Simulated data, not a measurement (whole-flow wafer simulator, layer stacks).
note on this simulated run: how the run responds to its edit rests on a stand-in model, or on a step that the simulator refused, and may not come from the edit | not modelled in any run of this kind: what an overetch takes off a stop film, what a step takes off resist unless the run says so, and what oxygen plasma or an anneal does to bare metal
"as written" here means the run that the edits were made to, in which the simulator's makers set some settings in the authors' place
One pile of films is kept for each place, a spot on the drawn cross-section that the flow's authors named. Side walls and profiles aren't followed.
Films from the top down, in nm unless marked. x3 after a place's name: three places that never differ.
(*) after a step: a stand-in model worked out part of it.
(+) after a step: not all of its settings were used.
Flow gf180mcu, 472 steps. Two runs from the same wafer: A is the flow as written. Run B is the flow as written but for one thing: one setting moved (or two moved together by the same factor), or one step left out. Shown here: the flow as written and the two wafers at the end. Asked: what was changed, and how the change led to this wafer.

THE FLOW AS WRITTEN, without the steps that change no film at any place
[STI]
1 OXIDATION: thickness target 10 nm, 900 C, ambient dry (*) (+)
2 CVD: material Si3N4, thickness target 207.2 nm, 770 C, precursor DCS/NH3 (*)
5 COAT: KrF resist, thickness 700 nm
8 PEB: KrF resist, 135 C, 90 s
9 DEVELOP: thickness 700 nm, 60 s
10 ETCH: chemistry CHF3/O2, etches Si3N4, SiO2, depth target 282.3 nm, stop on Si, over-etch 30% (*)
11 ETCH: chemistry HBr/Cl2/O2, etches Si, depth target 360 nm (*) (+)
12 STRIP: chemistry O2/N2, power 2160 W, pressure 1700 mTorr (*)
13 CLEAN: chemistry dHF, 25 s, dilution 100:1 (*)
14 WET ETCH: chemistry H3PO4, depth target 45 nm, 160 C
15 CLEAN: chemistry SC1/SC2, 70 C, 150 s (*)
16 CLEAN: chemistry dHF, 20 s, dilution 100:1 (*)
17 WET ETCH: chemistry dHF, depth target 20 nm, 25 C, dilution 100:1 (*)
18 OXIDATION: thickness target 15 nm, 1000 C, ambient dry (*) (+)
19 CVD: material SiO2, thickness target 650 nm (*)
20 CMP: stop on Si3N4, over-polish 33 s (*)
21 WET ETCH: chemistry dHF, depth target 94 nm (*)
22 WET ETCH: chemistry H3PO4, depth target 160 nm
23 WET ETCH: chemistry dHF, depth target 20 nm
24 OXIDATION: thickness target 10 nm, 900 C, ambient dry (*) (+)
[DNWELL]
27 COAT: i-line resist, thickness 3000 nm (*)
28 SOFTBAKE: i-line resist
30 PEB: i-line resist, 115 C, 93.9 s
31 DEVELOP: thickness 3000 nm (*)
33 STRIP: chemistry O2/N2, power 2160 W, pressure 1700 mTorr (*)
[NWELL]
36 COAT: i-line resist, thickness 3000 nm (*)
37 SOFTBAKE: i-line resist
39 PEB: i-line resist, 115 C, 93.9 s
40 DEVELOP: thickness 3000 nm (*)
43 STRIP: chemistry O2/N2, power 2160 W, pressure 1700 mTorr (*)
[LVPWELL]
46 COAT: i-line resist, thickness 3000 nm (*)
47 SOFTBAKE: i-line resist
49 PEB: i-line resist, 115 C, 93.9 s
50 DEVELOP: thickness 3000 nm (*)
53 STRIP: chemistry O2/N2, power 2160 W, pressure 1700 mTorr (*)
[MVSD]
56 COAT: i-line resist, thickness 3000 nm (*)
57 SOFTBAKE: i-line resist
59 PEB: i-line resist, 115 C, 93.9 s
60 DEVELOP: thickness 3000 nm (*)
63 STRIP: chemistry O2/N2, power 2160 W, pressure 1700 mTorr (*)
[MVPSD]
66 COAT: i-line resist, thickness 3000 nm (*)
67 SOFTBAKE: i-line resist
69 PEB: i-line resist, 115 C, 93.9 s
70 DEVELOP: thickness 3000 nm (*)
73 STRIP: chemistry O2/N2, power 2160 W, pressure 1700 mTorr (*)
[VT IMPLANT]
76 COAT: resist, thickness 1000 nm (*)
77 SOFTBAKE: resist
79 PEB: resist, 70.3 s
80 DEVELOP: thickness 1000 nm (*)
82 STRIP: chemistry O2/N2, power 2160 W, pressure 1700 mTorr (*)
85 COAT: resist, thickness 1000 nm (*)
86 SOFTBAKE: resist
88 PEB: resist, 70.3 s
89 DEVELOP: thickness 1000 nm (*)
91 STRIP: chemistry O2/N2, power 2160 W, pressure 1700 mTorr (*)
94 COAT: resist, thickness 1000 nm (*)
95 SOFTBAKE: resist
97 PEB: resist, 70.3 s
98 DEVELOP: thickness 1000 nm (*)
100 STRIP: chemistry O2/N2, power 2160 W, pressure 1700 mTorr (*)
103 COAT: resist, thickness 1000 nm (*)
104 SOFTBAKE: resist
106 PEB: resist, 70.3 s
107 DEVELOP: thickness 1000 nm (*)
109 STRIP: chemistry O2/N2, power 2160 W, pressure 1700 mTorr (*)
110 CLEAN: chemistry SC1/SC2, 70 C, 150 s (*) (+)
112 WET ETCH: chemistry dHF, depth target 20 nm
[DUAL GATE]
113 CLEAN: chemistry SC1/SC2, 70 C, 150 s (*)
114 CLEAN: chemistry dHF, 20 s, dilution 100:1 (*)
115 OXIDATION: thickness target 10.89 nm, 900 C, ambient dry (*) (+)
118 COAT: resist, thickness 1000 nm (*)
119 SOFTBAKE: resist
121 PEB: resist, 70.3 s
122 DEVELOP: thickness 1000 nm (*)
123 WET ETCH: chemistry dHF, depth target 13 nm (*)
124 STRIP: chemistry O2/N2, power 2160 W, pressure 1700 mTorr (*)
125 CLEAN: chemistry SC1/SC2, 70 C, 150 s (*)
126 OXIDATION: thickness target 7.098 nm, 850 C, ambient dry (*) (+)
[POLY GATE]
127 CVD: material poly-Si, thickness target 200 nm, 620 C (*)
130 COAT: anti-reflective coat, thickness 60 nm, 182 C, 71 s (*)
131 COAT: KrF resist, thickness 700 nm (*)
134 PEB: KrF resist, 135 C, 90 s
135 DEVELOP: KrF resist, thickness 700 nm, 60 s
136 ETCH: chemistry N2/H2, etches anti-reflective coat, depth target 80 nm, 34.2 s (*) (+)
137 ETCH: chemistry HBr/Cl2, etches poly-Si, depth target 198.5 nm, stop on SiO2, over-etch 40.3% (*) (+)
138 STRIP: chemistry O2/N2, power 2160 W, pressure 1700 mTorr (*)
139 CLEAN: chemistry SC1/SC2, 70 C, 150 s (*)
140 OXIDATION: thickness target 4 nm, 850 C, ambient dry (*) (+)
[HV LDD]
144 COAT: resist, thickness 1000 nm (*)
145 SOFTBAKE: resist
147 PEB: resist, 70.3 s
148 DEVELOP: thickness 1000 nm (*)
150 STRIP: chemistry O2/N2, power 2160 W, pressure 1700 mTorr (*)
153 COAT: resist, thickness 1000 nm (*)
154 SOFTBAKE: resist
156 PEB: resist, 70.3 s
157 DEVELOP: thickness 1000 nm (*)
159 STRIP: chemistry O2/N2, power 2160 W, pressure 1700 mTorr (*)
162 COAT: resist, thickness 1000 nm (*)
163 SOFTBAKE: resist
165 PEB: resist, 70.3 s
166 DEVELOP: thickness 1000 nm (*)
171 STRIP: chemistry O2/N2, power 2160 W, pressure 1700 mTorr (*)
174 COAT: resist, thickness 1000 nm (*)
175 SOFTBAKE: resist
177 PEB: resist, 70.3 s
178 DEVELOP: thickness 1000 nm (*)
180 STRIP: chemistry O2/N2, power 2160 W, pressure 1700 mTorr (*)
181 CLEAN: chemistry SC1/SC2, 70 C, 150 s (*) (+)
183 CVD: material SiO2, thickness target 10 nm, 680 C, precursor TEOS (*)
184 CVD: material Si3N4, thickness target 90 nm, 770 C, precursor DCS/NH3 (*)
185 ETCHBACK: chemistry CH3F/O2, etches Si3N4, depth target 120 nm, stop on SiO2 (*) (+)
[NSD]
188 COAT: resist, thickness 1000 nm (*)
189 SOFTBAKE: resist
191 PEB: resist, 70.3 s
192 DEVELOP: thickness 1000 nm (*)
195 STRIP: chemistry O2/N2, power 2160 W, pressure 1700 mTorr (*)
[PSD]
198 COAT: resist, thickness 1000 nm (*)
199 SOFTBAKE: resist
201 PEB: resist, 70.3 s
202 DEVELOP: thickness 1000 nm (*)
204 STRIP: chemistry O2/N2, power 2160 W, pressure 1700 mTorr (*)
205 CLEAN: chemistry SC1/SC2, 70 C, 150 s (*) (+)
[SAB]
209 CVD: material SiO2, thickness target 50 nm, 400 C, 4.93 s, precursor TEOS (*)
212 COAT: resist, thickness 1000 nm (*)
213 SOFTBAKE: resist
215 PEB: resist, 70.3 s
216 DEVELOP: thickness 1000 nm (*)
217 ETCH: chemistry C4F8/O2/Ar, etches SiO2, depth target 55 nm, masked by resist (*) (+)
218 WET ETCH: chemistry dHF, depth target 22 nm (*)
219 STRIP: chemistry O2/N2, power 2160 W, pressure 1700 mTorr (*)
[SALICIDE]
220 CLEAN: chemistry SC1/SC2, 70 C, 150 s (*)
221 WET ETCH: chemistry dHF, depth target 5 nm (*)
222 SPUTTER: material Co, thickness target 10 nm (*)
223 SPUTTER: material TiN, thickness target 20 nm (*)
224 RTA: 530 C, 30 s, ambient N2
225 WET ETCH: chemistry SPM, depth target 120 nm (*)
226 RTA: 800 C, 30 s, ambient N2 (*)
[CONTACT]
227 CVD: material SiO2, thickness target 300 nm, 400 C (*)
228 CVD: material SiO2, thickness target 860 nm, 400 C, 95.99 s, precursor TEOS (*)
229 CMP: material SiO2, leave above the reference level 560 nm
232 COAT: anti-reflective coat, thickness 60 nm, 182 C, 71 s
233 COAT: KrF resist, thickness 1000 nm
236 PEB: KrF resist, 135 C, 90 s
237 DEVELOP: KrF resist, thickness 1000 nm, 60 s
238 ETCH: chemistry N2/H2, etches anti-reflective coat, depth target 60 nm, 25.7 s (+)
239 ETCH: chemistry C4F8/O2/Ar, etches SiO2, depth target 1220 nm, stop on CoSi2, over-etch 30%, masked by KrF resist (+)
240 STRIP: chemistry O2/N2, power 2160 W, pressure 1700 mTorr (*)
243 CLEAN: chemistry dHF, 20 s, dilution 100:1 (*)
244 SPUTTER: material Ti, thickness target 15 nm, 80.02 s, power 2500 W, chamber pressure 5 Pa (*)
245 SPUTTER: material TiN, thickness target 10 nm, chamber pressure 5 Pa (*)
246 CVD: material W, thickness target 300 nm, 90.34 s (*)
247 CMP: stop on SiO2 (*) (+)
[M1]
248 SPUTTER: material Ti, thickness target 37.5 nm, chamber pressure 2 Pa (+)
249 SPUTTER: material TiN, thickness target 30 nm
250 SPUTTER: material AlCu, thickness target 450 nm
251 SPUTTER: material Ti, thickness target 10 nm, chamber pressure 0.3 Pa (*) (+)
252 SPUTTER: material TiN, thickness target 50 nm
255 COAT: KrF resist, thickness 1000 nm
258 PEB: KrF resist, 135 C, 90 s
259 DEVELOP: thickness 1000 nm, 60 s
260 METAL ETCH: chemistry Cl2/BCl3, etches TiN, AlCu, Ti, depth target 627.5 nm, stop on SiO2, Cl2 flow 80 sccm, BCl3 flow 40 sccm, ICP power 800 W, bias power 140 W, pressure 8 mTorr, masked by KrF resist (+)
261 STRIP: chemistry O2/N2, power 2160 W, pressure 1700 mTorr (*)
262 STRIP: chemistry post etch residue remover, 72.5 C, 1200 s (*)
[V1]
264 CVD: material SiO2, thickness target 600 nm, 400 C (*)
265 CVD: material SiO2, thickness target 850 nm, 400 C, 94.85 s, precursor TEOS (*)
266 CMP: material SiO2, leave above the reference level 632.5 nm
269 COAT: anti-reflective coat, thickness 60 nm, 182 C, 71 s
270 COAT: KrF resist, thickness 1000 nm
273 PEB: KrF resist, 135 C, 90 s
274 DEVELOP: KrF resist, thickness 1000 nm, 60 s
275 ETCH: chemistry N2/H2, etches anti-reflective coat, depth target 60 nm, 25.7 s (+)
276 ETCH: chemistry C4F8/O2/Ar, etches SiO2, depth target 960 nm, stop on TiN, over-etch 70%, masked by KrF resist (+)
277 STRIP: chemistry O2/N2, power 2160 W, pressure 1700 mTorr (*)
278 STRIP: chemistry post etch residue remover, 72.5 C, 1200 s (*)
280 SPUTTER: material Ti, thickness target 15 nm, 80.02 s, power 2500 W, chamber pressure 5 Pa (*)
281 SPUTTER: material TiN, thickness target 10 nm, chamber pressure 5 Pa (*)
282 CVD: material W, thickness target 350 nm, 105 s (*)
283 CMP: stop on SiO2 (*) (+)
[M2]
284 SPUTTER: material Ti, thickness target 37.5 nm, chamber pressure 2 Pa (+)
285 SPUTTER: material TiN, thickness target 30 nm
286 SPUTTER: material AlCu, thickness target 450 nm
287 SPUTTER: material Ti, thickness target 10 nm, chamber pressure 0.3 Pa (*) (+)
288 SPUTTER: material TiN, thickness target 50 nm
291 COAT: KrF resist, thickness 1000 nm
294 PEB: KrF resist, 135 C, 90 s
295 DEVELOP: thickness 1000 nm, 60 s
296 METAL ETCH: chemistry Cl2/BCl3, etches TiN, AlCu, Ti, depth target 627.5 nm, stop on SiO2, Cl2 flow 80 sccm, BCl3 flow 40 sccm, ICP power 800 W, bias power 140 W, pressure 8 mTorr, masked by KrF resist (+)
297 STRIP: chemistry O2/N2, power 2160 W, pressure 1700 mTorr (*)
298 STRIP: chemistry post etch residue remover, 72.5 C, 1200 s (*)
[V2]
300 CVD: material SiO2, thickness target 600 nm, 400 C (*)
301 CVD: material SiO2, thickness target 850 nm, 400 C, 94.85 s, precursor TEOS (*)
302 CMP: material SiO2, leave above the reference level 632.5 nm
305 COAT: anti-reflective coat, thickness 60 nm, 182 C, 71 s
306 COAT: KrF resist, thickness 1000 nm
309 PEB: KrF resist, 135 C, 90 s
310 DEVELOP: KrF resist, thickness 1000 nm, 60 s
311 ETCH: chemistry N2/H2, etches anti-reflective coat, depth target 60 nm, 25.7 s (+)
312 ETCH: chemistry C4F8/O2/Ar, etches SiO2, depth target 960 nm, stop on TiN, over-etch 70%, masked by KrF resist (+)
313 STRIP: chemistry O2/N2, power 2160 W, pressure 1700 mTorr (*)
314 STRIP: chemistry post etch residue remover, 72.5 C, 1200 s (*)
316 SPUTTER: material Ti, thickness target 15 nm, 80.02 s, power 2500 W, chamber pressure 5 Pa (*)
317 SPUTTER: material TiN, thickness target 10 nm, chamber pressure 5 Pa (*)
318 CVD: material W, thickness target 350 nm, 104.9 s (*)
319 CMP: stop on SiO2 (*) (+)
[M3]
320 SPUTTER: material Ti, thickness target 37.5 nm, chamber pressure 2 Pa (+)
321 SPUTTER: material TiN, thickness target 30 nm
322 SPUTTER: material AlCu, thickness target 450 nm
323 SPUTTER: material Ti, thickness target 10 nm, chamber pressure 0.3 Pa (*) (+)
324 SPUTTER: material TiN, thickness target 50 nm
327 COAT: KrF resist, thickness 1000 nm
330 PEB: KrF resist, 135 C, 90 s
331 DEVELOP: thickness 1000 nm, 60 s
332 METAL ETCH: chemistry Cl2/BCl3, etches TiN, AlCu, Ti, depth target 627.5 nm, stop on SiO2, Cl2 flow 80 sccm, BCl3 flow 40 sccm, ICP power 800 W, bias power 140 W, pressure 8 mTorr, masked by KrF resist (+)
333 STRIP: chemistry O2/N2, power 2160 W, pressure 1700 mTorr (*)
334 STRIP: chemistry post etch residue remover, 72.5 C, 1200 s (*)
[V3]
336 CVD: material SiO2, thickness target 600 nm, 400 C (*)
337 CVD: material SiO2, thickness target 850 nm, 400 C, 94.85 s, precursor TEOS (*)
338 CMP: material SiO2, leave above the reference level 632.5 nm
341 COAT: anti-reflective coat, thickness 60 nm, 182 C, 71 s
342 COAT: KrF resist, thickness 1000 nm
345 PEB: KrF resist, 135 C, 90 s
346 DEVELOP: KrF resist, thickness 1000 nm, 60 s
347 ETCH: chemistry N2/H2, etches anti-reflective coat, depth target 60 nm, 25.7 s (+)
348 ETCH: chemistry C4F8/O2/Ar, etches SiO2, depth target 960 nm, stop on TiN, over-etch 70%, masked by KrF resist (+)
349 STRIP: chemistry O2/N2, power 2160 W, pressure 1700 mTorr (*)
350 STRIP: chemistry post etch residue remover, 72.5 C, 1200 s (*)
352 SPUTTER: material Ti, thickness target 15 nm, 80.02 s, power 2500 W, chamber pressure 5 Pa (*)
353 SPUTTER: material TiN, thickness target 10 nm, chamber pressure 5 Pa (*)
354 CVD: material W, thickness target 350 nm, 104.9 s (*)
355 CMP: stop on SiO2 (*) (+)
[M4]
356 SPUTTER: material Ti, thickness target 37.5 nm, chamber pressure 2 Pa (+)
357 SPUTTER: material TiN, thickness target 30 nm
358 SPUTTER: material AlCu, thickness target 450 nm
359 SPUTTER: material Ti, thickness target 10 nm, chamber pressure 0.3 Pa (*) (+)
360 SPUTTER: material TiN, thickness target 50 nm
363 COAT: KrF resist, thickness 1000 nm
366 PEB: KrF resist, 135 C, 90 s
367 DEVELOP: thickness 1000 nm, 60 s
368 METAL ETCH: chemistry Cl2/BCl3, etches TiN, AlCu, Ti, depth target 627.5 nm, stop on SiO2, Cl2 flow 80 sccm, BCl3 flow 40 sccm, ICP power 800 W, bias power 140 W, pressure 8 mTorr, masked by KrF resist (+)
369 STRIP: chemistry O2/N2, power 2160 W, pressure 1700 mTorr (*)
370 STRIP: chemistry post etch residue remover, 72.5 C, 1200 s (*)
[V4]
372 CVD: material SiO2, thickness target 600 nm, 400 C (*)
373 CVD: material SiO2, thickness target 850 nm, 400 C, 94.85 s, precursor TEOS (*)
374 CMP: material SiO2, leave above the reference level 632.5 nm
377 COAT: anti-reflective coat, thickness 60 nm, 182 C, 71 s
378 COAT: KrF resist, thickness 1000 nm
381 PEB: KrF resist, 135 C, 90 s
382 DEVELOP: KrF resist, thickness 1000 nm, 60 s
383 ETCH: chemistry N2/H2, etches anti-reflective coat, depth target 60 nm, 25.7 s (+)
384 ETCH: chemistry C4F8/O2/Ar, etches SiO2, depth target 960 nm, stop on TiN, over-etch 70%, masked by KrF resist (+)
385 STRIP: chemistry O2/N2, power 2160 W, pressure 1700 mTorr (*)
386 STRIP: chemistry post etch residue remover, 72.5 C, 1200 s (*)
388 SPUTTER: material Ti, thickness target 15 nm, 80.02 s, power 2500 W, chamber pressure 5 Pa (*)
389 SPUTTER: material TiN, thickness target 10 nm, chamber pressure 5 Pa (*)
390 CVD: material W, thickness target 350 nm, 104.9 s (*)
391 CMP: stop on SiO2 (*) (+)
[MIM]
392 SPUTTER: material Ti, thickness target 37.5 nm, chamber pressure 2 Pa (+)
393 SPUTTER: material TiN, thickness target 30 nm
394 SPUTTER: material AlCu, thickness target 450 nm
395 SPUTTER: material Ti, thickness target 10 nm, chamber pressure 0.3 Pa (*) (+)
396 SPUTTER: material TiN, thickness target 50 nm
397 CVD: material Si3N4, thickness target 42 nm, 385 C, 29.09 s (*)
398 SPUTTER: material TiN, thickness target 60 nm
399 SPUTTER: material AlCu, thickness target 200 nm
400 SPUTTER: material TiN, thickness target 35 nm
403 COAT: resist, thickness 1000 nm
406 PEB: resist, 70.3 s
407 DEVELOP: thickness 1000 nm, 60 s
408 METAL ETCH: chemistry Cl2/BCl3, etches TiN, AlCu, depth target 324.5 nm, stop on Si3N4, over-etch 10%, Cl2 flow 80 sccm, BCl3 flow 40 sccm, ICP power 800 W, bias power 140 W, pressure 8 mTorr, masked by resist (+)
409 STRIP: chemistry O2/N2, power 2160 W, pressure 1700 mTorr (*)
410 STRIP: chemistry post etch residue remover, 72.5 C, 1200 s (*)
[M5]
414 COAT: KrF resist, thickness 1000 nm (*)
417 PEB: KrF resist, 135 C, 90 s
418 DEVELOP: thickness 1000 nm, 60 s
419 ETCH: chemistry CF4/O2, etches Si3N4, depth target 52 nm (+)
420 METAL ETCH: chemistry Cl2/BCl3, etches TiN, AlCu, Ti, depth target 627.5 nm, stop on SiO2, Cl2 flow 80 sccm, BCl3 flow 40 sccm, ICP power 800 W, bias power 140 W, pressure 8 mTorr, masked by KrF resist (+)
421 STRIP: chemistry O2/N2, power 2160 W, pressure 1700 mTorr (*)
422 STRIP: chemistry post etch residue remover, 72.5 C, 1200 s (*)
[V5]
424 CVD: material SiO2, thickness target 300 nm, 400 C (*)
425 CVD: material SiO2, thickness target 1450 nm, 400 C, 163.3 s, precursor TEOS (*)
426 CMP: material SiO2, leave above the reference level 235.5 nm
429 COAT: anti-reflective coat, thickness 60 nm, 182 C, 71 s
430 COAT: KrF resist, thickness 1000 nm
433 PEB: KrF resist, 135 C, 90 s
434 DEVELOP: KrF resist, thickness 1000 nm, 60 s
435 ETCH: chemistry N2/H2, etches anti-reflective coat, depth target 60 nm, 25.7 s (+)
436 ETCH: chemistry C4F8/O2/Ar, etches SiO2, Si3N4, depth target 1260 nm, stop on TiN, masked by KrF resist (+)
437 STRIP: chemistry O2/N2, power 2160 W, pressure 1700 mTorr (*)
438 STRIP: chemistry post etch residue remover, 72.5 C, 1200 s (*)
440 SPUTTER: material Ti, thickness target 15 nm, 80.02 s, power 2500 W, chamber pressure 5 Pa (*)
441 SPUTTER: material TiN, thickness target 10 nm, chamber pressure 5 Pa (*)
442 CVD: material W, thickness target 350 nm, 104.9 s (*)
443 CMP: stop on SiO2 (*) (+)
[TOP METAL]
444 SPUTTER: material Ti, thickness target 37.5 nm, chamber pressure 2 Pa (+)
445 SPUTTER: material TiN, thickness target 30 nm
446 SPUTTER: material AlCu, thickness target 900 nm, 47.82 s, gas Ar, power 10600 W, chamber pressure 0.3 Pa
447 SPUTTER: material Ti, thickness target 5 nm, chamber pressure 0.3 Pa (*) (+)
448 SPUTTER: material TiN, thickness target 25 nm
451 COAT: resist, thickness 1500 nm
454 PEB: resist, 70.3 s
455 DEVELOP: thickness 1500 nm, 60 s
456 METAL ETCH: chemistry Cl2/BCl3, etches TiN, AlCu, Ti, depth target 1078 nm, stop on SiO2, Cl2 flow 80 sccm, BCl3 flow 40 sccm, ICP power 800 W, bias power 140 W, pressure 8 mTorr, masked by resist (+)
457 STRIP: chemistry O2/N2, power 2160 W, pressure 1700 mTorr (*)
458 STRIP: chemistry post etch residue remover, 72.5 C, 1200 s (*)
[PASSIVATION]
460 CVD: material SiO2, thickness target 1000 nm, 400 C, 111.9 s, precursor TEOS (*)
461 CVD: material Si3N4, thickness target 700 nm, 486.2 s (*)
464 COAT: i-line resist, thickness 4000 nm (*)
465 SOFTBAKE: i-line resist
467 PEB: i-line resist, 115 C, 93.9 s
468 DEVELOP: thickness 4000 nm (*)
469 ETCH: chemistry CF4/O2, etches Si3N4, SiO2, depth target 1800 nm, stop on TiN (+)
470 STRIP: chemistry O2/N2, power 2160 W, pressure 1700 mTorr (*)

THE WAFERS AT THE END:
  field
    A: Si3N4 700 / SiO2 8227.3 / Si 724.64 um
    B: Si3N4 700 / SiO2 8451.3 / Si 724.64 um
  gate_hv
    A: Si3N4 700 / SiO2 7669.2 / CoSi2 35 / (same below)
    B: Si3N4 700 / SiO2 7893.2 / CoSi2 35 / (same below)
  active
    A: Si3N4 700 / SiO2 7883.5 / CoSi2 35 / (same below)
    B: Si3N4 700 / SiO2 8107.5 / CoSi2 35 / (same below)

The cause: step 229, CMP: leave above the reference level 784 nm was run, where the flow has leave above the reference level 560 nm.

How the change led to this, step by step:
  229 CMP: material SiO2, leave above the reference level 560 nm
      mim: A SiO2 -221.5 | B nothing
      gate_hv, gate_nat, ld_gate_n and 11 more: A SiO2 -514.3 | B SiO2 -290.3
      (and at 96 more places)
  232 COAT: anti-reflective coat, thickness 60 nm, 182 C, 71 s
      mim: A anti-reflective coat +60 (new film) | B anti-reflective coat +61.7 (new film)
  239 ETCH: chemistry C4F8/O2/Ar, etches SiO2, depth target 1220 nm, stop on CoSi2, over-etch 30%, masked by KrF resist (+)
      field, field__w1, field__w2 and 105 more: A KrF resist -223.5 | B KrF resist -244
      polyc_n, polyc_p: A SiO2 -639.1 (all of it) | B SiO2 -863.1 (all of it)
      (and at 1 more place)
  240 STRIP: chemistry O2/N2, power 2160 W, pressure 1700 mTorr (*)
      field, field__w1, field__w5 and 88 more: A KrF resist -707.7 (all of it), anti-reflective coat -60 (all of it) | B KrF resist -687.2 (all of it), anti-reflective coat -60 (all of it)
      field__w2, field__w3, field__w6, active_hv, npoly_u, nw_enc_fld_lv__w1, nw_enc_fld_lv__w4, gate_hv5: A KrF resist -707.7 (all of it), anti-reflective coat -60 (all of it) | B KrF resist -687.1 (all of it), anti-reflective coat -60 (all of it)
      (and at 9 more places)
  244 SPUTTER: material Ti, thickness target 15 nm, 80.02 s, power 2500 W, chamber pressure 5 Pa (*)
      contact: A Ti +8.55 (new film) | B Ti +7.51 (new film)
  245 SPUTTER: material TiN, thickness target 10 nm, chamber pressure 5 Pa (*)
      contact: A TiN +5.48 (new film) | B TiN +4.83 (new film)
  246 CVD: material W, thickness target 300 nm, 90.34 s (*)
      polyc_n, polyc_p: A W +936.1 (new film) | B W +1160.1 (new film)
      contact: A W +1167.5 (new film) | B W +1393.2 (new film)
  247 CMP: stop on SiO2 (*) (+)
      mim: A W -300 (all of it), TiN -10 (all of it), Ti -15 (all of it), SiO2 -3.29 | B W -300 (all of it), TiN -10 (all of it), Ti -15 (all of it), SiO2 -0.77
